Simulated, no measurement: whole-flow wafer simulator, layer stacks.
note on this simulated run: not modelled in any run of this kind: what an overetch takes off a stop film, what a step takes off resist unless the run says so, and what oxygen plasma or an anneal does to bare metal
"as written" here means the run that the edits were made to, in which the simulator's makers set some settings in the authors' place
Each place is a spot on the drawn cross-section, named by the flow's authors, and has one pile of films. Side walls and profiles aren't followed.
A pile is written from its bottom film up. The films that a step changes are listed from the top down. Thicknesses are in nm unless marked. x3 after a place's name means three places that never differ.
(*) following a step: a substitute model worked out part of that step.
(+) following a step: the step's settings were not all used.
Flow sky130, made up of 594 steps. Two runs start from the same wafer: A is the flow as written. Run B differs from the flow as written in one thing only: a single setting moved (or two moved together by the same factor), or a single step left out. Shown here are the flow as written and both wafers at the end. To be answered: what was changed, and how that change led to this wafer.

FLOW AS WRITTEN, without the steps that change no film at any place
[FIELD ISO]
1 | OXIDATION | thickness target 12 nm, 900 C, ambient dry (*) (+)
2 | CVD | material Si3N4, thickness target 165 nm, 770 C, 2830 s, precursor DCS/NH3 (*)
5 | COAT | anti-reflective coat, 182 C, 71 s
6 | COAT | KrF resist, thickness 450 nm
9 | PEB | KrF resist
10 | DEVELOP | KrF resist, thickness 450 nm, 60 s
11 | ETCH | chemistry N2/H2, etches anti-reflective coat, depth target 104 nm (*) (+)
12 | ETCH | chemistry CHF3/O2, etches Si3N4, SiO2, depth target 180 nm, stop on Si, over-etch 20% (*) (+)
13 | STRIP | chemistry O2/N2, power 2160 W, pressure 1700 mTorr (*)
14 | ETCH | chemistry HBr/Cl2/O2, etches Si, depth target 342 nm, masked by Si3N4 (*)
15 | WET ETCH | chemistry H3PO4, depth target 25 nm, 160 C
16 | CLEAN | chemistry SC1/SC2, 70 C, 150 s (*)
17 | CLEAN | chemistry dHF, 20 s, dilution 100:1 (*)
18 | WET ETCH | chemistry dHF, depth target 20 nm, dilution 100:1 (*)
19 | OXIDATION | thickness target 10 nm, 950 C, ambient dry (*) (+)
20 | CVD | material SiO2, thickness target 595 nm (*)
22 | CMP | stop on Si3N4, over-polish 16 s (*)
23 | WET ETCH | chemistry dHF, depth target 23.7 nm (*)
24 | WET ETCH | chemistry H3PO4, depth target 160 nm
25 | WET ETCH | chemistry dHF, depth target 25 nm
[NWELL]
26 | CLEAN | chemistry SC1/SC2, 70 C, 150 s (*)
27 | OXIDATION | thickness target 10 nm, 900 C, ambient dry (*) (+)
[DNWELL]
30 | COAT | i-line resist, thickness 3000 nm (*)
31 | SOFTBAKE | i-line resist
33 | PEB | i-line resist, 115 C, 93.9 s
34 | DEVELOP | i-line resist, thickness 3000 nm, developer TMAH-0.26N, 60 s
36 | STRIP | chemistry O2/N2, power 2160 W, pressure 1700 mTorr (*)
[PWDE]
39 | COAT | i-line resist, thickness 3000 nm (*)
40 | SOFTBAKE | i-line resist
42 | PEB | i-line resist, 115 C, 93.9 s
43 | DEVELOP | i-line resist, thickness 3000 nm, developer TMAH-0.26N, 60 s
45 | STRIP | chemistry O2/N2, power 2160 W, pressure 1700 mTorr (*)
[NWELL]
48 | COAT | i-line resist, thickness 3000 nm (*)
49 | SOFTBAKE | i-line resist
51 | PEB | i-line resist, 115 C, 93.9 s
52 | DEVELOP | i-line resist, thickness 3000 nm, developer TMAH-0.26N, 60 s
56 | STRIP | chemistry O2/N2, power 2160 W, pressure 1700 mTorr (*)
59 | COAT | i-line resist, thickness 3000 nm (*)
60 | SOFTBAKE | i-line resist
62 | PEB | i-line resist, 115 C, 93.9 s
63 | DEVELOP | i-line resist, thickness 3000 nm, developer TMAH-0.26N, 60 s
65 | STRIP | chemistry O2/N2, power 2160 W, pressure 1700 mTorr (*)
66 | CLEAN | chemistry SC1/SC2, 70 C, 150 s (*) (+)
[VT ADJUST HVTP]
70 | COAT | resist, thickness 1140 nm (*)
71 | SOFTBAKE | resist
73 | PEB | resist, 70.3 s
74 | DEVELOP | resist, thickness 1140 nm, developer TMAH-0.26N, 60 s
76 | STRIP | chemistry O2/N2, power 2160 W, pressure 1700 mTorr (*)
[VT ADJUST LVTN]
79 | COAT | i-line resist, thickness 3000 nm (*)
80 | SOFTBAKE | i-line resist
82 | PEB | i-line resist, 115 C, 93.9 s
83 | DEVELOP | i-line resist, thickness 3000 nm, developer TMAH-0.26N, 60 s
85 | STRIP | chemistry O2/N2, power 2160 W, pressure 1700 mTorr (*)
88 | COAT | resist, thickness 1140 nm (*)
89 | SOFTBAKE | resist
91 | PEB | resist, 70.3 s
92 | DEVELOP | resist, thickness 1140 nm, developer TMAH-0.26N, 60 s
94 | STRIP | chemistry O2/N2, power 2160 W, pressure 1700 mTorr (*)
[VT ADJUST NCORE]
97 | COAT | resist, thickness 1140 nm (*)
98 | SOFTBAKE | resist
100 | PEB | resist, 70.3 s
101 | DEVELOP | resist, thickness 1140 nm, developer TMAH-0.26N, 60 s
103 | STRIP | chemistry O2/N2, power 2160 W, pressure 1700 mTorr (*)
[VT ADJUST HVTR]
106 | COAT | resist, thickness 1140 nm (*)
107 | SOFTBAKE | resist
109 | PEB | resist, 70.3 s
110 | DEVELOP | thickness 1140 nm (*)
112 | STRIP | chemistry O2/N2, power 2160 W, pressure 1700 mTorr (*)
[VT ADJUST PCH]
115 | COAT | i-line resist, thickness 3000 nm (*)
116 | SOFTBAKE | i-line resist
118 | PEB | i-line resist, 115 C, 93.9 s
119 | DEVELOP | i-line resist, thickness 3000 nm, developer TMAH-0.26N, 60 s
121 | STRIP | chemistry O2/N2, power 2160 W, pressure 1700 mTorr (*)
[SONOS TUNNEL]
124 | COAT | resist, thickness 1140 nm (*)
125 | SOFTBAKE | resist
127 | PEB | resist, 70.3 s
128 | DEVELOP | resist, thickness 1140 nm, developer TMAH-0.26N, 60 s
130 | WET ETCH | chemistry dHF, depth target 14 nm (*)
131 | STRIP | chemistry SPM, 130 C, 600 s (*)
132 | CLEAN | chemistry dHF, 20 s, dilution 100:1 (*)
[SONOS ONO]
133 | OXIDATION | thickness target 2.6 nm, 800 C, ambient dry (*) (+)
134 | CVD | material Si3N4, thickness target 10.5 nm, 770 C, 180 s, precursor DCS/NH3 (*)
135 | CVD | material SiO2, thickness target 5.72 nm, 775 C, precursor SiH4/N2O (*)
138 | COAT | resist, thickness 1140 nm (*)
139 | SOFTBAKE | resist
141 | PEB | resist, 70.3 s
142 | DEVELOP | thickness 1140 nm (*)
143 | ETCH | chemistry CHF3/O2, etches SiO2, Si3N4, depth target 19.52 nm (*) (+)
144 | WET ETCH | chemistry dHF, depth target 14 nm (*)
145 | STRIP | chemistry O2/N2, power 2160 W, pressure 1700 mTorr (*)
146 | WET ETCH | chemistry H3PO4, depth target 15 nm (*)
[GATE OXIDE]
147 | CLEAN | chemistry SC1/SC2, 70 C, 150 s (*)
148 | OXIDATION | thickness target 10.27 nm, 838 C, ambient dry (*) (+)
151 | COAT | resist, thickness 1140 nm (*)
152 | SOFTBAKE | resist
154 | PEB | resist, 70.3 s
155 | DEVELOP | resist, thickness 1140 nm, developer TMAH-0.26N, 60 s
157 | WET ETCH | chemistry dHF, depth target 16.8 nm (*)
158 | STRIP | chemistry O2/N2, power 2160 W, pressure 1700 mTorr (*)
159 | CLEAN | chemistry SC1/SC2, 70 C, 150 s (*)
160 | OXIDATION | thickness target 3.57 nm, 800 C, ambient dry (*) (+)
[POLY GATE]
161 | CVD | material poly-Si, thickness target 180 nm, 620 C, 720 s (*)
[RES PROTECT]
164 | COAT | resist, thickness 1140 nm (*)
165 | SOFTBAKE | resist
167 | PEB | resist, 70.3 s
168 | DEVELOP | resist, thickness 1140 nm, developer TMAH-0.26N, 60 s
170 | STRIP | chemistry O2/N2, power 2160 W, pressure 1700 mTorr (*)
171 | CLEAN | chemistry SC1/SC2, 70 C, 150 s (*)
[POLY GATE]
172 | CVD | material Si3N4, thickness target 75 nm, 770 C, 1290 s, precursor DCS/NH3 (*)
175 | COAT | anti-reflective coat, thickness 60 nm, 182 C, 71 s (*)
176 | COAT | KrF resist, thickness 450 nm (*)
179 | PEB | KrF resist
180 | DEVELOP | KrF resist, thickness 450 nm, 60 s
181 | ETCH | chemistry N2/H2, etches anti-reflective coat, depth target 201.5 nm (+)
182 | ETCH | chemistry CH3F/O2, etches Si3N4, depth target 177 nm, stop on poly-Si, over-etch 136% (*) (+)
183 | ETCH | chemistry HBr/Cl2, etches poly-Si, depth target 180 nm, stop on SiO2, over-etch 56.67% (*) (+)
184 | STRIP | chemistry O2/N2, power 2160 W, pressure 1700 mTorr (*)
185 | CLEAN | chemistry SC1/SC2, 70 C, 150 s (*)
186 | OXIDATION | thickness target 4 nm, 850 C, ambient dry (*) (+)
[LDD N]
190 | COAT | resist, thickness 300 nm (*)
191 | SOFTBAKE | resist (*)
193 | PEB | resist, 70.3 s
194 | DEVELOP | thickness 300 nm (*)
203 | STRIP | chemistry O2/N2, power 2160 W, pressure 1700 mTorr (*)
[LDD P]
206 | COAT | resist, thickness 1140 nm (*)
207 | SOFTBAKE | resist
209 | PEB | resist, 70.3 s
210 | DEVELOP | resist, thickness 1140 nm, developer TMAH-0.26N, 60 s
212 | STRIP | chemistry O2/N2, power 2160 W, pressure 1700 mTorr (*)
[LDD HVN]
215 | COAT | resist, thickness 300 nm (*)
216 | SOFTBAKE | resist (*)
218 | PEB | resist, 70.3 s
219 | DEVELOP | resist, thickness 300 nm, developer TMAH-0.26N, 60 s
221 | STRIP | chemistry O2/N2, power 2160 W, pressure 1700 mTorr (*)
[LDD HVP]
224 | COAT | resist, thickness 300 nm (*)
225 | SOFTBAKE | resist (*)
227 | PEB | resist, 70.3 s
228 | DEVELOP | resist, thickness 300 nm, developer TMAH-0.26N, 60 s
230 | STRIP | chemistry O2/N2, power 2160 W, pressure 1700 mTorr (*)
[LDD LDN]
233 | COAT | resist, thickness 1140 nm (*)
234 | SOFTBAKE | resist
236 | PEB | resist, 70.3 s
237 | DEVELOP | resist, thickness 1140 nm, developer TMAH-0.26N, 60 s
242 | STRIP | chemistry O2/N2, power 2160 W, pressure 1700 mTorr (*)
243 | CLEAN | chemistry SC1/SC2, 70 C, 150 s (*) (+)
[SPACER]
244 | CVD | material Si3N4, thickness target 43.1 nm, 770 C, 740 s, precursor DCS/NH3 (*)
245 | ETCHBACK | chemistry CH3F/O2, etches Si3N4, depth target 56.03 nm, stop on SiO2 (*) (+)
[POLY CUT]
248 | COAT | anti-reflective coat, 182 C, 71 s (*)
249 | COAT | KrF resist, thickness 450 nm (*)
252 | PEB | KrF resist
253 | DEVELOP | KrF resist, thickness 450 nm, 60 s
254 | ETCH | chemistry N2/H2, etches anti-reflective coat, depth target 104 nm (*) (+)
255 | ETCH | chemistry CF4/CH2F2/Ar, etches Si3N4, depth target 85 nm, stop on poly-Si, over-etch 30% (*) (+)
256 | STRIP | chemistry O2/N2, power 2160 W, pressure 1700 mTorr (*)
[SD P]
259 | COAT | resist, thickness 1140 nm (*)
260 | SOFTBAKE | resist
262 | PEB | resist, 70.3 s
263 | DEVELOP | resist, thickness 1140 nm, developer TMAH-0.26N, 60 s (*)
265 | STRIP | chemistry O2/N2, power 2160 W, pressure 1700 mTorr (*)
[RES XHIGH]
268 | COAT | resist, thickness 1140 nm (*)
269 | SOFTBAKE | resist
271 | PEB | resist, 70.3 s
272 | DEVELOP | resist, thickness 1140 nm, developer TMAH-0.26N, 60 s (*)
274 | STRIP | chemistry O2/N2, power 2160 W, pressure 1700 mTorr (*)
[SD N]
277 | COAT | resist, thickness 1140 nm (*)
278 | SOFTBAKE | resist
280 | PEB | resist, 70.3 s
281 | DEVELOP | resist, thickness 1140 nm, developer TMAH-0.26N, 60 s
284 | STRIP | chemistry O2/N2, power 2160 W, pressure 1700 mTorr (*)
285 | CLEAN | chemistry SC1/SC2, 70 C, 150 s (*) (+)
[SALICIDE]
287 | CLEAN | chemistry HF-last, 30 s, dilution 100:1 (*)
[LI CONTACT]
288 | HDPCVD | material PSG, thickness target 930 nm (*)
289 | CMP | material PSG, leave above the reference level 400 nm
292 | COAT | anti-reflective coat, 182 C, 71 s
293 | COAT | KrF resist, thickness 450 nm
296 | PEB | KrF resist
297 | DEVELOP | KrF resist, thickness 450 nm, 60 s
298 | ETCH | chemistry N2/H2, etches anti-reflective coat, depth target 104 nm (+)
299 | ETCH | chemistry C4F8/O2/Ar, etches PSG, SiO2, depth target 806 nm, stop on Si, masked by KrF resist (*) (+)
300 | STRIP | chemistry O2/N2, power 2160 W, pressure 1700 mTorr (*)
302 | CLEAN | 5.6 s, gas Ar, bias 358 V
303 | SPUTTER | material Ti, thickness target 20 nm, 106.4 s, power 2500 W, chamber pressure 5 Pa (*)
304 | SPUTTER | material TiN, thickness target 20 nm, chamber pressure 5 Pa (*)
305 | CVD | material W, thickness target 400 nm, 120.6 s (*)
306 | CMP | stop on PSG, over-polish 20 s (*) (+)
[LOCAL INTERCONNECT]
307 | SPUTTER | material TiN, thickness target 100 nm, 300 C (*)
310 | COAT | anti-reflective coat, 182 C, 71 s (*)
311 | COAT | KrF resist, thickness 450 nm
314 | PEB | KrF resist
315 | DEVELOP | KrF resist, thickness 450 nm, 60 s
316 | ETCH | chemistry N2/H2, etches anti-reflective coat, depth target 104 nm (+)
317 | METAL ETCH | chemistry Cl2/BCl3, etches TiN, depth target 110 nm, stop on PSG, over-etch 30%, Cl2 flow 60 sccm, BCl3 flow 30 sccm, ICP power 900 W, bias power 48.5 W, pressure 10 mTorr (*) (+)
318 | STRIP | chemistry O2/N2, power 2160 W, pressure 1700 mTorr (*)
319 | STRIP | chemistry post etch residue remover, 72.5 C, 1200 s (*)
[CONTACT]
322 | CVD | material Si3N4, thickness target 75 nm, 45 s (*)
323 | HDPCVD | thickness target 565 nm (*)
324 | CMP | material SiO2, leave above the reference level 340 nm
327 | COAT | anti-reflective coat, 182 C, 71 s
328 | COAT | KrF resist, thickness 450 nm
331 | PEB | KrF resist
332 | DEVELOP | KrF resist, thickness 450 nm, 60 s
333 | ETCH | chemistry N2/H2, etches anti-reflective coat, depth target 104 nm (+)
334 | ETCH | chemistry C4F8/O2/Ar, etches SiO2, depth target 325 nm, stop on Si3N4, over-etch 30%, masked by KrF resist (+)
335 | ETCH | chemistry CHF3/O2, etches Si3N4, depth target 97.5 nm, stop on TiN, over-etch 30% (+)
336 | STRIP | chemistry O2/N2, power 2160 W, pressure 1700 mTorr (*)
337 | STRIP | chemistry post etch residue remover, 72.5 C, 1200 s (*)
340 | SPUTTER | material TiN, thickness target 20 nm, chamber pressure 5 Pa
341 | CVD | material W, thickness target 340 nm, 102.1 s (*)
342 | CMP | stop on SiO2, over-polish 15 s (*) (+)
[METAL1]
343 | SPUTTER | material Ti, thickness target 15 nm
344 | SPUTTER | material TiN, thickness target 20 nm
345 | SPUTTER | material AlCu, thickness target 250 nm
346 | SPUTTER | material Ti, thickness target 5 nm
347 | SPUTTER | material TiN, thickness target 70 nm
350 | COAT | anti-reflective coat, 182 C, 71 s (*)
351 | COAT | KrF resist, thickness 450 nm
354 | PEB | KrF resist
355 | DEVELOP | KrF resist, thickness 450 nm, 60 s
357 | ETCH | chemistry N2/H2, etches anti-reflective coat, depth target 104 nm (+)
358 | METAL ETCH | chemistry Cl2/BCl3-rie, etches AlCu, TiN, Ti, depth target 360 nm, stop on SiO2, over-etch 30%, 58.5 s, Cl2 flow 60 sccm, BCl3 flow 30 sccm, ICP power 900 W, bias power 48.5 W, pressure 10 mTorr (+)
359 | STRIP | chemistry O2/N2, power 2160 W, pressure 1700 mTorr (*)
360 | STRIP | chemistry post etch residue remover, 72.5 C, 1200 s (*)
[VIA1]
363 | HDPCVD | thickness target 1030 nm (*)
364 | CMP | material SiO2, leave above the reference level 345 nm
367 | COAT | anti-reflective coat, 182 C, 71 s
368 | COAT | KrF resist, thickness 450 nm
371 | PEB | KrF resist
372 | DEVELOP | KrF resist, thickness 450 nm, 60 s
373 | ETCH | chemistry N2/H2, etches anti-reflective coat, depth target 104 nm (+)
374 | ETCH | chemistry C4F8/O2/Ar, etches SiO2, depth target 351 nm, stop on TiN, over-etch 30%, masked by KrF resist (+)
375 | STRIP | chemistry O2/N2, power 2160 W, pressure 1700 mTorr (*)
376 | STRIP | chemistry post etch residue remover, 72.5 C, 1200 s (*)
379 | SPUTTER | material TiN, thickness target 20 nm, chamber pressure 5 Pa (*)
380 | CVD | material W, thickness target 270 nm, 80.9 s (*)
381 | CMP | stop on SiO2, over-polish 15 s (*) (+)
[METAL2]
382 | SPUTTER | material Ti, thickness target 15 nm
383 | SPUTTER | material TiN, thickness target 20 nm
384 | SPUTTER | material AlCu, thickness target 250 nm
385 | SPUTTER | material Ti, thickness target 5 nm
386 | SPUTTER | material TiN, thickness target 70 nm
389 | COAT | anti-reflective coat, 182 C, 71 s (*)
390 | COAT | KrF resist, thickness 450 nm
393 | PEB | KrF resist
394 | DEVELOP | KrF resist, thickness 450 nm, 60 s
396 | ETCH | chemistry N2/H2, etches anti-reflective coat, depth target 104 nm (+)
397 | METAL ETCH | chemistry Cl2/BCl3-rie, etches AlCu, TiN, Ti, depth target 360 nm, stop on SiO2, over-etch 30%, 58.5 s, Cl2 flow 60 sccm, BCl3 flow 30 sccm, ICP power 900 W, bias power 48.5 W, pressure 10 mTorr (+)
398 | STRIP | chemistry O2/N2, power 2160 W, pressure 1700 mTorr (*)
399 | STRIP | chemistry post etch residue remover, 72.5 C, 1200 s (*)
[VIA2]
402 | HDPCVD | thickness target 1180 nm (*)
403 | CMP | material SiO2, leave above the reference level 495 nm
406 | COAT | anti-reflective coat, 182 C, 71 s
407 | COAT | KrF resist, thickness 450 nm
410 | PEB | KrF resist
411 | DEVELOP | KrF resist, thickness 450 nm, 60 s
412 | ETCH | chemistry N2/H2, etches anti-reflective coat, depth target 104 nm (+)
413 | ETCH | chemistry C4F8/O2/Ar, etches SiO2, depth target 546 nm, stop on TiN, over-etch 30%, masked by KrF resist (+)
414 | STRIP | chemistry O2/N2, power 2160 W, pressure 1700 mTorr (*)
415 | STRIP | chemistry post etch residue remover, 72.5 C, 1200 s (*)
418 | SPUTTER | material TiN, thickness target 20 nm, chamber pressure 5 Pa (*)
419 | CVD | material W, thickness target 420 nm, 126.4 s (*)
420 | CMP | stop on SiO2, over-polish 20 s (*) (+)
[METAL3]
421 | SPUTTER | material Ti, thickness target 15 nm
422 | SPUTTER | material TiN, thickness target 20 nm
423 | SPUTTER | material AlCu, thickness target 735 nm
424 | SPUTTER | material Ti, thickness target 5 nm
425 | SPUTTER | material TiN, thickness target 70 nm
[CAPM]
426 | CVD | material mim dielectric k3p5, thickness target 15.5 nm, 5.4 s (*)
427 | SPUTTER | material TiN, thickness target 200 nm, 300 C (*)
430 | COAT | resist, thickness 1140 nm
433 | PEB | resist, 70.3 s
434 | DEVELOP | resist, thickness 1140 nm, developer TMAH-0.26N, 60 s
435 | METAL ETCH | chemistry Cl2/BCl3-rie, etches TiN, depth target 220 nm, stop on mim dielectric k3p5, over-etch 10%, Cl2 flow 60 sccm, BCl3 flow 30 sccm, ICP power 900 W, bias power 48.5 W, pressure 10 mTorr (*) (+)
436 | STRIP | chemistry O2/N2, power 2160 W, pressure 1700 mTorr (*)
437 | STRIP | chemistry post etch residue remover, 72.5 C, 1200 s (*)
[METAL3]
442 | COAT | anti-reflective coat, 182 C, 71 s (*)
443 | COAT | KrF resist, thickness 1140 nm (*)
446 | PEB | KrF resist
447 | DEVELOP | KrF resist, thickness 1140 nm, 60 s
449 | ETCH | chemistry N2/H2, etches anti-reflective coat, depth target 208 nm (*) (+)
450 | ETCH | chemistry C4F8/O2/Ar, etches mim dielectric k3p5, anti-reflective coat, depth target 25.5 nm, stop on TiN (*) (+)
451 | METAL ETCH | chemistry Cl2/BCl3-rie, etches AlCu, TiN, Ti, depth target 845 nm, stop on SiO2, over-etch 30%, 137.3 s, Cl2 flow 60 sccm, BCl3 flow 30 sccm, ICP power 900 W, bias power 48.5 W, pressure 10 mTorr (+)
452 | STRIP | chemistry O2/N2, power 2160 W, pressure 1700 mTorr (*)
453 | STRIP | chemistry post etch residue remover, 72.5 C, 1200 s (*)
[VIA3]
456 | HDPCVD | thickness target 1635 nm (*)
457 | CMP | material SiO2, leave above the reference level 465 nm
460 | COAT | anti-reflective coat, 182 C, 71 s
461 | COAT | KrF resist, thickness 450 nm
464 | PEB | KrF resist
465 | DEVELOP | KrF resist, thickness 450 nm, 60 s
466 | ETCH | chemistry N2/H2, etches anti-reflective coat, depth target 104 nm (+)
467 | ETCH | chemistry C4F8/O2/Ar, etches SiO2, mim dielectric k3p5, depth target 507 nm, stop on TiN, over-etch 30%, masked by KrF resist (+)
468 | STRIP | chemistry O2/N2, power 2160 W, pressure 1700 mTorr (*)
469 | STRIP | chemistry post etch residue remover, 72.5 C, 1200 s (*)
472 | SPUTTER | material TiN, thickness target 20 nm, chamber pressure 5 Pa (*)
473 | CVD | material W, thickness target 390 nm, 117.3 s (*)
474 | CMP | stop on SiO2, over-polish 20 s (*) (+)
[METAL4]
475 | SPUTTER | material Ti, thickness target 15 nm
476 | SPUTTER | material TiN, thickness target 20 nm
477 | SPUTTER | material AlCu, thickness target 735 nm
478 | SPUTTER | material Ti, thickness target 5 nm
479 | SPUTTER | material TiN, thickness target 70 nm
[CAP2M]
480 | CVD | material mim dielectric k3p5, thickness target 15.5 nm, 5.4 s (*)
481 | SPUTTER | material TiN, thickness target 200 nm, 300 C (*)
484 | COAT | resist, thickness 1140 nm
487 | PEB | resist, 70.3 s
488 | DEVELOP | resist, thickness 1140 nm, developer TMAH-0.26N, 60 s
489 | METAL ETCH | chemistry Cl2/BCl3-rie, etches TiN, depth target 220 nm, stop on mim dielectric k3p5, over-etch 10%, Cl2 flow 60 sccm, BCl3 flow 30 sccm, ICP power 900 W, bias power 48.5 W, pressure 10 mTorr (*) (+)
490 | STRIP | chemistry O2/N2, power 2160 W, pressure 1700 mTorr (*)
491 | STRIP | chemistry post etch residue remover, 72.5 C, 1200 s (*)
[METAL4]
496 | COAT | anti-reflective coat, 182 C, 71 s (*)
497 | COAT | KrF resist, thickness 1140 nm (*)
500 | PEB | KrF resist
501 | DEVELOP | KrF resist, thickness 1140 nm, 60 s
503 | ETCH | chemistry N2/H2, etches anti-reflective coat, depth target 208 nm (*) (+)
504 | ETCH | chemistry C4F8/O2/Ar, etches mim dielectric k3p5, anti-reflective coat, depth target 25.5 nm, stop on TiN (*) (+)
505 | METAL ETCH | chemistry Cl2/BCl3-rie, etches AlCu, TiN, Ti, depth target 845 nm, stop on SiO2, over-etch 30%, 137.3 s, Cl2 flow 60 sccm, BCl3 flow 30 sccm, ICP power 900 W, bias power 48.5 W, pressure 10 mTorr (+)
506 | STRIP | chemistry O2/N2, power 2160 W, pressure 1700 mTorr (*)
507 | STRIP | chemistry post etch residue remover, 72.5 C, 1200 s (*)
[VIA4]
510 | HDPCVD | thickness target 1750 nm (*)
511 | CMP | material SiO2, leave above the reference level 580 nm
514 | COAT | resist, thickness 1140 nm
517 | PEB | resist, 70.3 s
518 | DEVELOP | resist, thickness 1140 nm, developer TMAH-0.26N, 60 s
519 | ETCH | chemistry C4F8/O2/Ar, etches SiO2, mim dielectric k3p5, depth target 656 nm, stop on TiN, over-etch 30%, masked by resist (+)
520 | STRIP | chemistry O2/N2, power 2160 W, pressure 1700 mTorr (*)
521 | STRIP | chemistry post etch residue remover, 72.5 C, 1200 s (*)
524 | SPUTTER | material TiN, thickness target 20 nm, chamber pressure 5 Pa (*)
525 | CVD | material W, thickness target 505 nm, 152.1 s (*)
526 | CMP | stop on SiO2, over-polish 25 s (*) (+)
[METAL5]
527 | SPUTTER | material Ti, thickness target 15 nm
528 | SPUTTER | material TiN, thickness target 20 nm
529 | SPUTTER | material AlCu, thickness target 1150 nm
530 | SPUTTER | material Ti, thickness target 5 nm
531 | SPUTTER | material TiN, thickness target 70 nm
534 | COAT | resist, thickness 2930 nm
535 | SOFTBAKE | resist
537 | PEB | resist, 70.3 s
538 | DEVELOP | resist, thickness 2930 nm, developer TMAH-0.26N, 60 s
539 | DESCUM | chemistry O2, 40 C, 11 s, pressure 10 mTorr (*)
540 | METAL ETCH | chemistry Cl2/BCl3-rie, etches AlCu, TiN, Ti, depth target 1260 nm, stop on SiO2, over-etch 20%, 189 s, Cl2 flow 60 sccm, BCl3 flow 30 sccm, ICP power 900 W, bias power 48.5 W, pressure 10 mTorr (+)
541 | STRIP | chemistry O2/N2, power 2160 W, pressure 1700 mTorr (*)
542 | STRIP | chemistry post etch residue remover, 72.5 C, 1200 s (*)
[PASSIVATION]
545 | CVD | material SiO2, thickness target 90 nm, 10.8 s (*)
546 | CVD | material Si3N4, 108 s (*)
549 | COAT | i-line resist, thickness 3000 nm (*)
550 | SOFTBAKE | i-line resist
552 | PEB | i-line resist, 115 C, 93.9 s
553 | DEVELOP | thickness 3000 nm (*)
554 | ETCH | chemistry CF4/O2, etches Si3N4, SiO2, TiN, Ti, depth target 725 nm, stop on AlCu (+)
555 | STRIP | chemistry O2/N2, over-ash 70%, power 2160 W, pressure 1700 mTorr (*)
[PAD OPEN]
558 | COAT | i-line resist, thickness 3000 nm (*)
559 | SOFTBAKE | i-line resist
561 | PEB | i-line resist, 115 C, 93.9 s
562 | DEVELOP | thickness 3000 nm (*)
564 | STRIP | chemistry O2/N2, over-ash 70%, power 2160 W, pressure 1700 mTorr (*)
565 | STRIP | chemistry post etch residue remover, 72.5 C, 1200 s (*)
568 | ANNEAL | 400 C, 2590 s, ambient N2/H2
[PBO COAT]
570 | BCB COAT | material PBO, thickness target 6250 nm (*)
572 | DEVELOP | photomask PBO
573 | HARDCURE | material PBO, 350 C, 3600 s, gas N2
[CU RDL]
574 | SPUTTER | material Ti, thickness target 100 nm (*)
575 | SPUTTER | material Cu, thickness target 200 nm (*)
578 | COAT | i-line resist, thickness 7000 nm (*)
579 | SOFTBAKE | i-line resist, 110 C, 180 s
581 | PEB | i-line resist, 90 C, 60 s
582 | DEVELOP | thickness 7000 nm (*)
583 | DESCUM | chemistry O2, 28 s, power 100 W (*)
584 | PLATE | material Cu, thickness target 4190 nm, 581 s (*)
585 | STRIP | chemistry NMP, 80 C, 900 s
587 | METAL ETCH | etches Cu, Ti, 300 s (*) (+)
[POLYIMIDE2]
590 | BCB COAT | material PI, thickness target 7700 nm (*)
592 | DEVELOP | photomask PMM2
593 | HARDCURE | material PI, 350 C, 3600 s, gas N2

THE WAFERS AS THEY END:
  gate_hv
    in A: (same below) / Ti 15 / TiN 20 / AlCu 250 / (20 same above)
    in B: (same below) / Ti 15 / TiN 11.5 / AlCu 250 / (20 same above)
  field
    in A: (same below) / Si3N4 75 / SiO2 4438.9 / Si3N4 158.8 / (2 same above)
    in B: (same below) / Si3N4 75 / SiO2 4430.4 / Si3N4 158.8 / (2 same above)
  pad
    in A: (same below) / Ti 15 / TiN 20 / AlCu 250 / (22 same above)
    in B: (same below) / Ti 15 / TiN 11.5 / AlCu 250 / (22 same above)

The reason: step 383, SPUTTER: thickness target 11.5 nm was run, whereas the flow has thickness target 20 nm.
One can read it off the wafer: gate_hv has TiN 11.5, and step 383 as written asks for 20 nm.

Step by step, how the change led to this:
  383 | SPUTTER | material TiN, thickness target 20 nm
      field, active, n_well and 188 more: A TiN gains 20 (new film) | B TiN gains 11.5 (new film)
  397 | METAL ETCH | chemistry Cl2/BCl3-rie, etches AlCu, TiN, Ti, depth target 360 nm, stop on SiO2, over-etch 30%, 58.5 s, Cl2 flow 60 sccm, BCl3 flow 30 sccm, ICP power 900 W, bias power 48.5 W, pressure 10 mTorr (+)
      field, active, gate and 82 more: A TiN loses 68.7 (all of it), Ti loses 5 (all of it), AlCu loses 250 (all of it), TiN loses 20 (all of it), Ti loses 15 (all of it), SiO2 loses 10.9 | B TiN loses 68.7 (all of it), Ti loses 5 (all of it), AlCu loses 250 (all of it), TiN loses 11.5 (all of it), Ti loses 15 (all of it), SiO2 loses 11.8
